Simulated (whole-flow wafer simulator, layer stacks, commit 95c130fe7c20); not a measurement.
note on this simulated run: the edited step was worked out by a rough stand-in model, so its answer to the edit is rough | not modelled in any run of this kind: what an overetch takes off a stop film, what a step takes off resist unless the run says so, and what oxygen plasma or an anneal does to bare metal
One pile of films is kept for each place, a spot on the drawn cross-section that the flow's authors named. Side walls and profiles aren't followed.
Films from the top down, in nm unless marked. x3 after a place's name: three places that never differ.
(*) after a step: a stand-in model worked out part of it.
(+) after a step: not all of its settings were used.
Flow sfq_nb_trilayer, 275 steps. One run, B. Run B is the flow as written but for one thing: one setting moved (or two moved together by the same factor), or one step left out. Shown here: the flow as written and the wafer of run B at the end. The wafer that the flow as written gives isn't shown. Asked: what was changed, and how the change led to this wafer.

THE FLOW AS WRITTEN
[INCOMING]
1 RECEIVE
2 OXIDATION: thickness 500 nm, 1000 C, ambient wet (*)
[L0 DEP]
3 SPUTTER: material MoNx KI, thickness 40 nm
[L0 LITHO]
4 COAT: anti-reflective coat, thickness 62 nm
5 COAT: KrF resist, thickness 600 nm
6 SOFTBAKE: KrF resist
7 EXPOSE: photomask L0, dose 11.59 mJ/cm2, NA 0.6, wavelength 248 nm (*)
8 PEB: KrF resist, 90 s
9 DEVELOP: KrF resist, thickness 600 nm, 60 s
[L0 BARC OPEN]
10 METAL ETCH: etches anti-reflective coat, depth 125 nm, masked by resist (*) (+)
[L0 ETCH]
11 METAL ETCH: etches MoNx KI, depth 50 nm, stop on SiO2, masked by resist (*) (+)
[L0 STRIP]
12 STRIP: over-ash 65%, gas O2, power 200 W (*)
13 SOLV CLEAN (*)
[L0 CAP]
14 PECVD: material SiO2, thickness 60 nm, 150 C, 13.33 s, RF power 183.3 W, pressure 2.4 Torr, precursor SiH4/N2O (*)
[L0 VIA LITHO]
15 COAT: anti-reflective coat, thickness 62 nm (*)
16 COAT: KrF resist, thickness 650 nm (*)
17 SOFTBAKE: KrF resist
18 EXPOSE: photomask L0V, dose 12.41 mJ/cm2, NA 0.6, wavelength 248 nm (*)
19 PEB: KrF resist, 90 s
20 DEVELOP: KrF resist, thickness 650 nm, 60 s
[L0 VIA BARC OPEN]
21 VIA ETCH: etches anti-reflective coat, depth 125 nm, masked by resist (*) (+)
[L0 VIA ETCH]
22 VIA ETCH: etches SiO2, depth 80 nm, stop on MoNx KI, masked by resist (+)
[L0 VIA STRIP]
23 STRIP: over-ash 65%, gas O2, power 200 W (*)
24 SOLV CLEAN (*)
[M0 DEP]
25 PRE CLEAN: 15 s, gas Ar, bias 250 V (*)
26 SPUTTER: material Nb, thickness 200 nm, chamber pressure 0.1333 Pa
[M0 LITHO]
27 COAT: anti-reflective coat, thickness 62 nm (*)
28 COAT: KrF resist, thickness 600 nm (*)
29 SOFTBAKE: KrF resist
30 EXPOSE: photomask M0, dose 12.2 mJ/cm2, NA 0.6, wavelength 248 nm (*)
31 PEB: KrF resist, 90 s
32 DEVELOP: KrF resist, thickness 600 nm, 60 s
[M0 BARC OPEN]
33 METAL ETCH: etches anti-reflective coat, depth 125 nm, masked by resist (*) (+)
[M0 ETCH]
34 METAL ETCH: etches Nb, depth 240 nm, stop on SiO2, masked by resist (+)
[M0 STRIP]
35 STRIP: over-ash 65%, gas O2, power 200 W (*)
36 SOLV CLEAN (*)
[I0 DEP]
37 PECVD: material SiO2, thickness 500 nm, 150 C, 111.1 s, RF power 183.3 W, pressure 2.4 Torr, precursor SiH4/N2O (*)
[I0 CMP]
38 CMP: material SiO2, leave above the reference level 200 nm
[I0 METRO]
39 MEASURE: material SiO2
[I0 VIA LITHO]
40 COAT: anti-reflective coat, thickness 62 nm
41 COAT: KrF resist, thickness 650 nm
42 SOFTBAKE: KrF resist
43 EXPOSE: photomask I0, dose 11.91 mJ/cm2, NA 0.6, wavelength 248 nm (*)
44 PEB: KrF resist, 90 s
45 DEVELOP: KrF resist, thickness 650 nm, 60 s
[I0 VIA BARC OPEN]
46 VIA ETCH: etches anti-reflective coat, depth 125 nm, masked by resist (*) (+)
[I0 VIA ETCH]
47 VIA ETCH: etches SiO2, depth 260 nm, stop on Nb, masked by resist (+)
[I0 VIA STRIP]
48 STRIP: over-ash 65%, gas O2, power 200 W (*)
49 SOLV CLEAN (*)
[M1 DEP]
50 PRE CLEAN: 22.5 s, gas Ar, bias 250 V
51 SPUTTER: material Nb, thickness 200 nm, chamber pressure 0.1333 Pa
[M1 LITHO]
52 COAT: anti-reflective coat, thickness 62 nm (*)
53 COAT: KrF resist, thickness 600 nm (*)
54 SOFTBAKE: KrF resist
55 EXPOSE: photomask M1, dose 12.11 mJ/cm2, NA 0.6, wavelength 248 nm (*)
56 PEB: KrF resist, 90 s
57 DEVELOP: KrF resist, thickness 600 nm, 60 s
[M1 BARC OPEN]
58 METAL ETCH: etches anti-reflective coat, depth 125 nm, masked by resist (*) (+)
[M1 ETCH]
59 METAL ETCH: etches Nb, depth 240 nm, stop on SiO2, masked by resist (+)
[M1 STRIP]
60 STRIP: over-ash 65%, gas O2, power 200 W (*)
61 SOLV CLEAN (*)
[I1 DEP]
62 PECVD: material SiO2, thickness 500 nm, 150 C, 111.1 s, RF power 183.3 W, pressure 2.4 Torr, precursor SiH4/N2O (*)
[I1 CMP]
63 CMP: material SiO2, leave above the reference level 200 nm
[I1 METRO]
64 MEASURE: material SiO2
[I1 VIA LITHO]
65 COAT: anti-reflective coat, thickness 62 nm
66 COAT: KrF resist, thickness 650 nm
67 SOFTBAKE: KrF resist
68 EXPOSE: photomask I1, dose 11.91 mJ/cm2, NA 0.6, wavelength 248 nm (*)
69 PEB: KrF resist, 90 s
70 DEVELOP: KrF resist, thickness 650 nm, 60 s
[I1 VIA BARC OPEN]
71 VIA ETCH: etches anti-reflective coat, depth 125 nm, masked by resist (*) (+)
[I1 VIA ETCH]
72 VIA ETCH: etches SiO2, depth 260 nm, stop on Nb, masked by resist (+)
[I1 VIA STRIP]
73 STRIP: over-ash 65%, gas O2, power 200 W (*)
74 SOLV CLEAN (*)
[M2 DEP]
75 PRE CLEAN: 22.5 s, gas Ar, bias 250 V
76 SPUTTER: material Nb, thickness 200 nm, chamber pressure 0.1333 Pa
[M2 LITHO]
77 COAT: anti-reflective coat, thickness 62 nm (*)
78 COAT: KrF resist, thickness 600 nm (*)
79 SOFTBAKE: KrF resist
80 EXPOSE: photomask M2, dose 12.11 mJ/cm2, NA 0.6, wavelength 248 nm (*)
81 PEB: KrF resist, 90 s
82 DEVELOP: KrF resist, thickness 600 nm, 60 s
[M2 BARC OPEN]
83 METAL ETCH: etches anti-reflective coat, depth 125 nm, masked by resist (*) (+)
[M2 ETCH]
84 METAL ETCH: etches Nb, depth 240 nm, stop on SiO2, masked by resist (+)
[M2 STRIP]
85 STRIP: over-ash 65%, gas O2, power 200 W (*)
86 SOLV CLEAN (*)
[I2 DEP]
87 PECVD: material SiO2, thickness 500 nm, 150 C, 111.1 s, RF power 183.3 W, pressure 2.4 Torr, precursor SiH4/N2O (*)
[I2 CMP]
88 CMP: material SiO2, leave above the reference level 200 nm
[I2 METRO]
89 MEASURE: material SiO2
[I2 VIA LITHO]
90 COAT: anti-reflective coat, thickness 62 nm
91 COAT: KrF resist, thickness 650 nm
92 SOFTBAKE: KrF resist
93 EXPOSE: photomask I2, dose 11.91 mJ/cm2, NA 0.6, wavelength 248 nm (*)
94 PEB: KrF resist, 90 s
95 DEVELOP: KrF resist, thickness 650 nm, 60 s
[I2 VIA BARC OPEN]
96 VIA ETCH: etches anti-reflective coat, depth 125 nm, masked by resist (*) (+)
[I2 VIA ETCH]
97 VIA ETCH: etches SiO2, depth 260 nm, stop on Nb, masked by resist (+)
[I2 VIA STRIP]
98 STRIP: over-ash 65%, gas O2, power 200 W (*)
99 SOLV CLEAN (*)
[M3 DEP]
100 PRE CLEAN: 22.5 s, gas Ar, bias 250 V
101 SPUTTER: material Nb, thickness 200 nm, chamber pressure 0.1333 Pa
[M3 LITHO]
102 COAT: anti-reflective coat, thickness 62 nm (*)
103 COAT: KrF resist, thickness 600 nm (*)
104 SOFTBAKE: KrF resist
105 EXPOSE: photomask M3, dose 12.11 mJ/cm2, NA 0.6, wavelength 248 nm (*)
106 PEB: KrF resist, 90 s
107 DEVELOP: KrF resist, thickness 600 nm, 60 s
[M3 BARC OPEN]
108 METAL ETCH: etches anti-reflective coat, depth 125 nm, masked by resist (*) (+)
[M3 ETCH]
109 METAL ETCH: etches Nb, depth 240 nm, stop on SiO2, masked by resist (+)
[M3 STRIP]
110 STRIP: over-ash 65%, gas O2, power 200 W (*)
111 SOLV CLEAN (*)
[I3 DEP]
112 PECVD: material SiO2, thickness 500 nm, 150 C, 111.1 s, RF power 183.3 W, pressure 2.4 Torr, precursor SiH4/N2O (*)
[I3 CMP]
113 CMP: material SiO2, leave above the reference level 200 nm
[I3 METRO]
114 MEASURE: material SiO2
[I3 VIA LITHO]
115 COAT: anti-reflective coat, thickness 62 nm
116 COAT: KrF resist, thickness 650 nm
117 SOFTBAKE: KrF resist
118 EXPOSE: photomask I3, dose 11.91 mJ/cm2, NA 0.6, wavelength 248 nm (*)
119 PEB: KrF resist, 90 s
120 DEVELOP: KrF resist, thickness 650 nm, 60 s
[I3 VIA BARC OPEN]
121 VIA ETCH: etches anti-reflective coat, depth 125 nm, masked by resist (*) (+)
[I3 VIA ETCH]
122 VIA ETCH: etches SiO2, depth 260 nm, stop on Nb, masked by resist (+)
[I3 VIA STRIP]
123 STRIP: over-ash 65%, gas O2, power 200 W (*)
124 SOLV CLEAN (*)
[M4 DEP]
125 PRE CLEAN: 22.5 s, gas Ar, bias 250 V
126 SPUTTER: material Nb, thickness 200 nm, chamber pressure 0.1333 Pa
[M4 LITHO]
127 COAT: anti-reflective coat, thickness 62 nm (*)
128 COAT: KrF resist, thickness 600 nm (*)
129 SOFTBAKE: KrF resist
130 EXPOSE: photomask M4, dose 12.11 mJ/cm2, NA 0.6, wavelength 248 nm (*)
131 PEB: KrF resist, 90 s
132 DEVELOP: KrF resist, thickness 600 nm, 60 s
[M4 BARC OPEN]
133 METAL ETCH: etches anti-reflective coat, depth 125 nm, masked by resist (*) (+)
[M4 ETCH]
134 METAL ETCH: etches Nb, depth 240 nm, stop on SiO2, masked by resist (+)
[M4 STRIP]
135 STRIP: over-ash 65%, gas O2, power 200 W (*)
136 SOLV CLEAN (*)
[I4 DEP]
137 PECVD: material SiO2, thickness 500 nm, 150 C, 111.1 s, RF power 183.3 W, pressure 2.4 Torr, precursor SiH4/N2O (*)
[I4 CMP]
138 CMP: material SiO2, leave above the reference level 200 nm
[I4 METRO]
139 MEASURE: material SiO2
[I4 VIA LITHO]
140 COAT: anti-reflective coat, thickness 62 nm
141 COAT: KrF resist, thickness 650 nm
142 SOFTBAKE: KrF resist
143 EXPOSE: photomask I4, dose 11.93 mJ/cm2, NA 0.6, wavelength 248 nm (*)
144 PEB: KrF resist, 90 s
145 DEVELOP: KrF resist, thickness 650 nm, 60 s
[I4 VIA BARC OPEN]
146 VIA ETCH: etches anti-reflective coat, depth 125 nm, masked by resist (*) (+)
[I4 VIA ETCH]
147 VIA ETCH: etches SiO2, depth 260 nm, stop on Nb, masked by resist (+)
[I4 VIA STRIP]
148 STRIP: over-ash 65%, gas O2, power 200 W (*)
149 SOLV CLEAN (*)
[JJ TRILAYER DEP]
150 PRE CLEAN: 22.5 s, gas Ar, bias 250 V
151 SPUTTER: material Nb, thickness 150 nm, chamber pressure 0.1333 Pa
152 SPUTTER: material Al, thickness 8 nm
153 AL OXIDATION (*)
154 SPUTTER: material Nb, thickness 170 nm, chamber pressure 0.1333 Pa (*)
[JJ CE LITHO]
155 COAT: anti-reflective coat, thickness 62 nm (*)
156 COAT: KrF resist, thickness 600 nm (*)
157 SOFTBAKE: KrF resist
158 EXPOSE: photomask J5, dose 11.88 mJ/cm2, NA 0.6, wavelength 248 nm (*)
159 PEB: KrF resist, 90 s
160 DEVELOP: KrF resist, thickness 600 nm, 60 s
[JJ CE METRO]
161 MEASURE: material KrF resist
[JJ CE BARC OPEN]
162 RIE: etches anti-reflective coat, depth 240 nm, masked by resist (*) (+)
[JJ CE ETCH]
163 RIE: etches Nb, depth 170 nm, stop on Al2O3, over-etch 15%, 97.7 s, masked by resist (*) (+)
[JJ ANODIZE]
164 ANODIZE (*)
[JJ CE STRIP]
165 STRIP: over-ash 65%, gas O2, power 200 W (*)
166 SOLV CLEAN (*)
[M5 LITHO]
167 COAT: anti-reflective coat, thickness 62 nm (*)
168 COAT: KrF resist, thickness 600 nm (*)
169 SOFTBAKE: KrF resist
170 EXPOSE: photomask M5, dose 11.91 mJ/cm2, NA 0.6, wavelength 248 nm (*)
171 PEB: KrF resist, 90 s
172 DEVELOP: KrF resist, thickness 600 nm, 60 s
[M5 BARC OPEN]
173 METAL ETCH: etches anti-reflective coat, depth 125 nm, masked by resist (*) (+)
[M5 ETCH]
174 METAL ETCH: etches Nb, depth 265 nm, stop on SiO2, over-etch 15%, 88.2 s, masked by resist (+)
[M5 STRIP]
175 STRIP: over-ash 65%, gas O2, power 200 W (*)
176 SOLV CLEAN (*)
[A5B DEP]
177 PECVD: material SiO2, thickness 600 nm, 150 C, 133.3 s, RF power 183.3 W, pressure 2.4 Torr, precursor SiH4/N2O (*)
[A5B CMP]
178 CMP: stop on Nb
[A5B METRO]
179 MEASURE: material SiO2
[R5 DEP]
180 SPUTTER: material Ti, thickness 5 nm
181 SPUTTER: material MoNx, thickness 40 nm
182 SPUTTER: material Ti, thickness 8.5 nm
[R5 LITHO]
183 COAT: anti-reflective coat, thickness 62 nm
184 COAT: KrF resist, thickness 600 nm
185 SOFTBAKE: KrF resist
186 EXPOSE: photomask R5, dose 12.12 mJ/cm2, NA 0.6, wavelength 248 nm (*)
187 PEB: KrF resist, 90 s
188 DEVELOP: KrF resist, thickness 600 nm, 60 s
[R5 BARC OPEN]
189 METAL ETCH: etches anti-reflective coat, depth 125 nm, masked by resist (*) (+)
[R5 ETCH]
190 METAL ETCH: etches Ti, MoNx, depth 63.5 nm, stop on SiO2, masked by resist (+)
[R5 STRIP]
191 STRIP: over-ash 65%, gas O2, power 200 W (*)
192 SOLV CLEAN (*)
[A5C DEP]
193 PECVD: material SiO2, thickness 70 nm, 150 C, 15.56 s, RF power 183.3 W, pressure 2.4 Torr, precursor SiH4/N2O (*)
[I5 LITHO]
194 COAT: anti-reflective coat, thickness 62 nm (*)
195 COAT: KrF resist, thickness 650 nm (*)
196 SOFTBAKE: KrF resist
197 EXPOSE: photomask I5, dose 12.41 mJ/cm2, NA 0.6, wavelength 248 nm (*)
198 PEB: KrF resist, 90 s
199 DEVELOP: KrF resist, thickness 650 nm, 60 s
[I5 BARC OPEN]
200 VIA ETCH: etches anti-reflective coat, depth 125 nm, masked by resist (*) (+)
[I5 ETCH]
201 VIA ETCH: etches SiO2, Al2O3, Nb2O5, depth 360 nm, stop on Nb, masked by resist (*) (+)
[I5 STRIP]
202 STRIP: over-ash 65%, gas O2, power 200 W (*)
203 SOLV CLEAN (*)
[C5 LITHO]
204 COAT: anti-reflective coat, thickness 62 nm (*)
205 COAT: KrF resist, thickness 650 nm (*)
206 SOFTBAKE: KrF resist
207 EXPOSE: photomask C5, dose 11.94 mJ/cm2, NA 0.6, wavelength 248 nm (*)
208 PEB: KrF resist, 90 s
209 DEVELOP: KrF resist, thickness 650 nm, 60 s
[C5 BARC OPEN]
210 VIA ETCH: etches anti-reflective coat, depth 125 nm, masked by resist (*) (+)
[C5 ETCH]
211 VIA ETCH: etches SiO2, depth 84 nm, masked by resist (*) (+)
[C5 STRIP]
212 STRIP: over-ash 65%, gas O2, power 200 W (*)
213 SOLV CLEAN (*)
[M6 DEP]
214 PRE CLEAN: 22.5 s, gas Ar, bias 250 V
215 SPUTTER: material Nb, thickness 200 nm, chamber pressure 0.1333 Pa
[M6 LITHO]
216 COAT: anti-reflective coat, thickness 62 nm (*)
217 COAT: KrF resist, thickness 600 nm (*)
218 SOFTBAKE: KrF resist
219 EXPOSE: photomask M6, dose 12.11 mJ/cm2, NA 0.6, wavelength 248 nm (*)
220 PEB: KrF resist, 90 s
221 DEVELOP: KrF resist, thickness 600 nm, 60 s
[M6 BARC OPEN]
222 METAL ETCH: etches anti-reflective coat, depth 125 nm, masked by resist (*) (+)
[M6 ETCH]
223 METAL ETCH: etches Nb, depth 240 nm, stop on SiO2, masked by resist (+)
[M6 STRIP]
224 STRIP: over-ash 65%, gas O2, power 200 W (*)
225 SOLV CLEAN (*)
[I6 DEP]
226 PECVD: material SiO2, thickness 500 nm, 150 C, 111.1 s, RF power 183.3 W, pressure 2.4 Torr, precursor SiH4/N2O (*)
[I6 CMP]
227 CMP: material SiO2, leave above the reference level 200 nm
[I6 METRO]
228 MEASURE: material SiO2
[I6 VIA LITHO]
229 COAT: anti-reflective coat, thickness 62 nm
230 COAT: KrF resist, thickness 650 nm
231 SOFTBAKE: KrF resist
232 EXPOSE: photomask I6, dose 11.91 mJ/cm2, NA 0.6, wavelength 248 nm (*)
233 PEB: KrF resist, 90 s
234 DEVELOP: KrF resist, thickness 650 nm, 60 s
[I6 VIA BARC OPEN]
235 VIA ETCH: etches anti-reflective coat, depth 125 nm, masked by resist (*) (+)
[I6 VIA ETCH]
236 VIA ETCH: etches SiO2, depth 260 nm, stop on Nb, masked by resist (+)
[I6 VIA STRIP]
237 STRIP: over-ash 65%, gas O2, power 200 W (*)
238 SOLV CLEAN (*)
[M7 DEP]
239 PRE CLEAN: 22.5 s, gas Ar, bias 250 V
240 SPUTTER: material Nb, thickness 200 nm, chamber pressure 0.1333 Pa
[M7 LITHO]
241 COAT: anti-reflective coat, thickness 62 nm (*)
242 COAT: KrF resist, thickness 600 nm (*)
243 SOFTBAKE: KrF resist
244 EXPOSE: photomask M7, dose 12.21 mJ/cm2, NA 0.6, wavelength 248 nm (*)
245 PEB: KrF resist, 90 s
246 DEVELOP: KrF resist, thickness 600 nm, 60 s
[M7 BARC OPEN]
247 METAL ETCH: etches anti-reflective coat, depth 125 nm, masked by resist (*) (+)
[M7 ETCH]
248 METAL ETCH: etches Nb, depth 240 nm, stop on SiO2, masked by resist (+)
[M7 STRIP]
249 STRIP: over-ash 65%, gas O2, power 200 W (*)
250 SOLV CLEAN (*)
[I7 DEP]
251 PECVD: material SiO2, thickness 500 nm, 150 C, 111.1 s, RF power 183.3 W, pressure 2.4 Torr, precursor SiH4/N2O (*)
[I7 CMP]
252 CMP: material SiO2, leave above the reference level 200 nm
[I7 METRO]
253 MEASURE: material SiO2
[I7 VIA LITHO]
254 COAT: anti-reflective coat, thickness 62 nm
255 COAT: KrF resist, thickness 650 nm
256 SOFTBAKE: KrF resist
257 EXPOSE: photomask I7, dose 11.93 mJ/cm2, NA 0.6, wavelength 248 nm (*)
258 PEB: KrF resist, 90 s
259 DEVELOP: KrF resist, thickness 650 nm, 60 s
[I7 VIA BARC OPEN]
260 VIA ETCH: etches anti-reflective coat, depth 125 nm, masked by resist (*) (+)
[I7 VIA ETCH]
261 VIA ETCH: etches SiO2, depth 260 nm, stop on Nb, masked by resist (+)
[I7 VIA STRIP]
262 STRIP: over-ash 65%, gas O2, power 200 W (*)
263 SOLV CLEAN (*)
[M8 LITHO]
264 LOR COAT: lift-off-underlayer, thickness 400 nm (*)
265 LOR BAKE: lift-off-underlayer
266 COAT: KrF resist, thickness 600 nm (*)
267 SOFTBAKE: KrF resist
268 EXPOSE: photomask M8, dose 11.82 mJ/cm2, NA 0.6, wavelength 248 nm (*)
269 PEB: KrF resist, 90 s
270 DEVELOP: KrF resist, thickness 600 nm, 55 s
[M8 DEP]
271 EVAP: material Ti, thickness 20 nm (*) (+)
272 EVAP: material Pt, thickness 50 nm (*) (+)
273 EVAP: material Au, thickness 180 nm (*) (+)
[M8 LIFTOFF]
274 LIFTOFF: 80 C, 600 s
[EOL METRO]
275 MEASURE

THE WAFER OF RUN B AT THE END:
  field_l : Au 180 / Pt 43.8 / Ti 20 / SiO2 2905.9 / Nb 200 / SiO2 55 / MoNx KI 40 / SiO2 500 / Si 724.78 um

The cause: step 272, EVAP: thickness 43.8 nm was run, where the flow has thickness 50 nm.
It can be read off the wafer: field_l has Pt 43.8, and step 272 as written asks for 50 nm.

How the change led to this, step by step:
  272 EVAP: material Pt, thickness 50 nm (*) (+)
      field_l, v_sur, via_wl and 103 more: Pt +43.8 (new film) (as written it would be: Pt +50 (new film))
  274 LIFTOFF: 80 C, 600 s
      p4_fl, p4_fm, p4_w1 and 71 more: Au -180 (all of it), Pt -43.8 (all of it), Ti -20 (all of it), KrF resist -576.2 (all of it), lift-off-underlayer -400 (all of it) (as written it would be: Au -180 (all of it), Pt -50 (all of it), Ti -20 (all of it), KrF resist -576.2 (all of it), lift-off-underlayer -400 (all of it))
      c5j, ce_r: Au -180 (all of it), Pt -43.8 (all of it), Ti -20 (all of it), KrF resist -573.3 (all of it), lift-off-underlayer -399.3 (all of it) (as written it would be: Au -180 (all of it), Pt -50 (all of it), Ti -20 (all of it), KrF resist -573.3 (all of it), lift-off-underlayer -399.3 (all of it))
      (and at 19 more places)
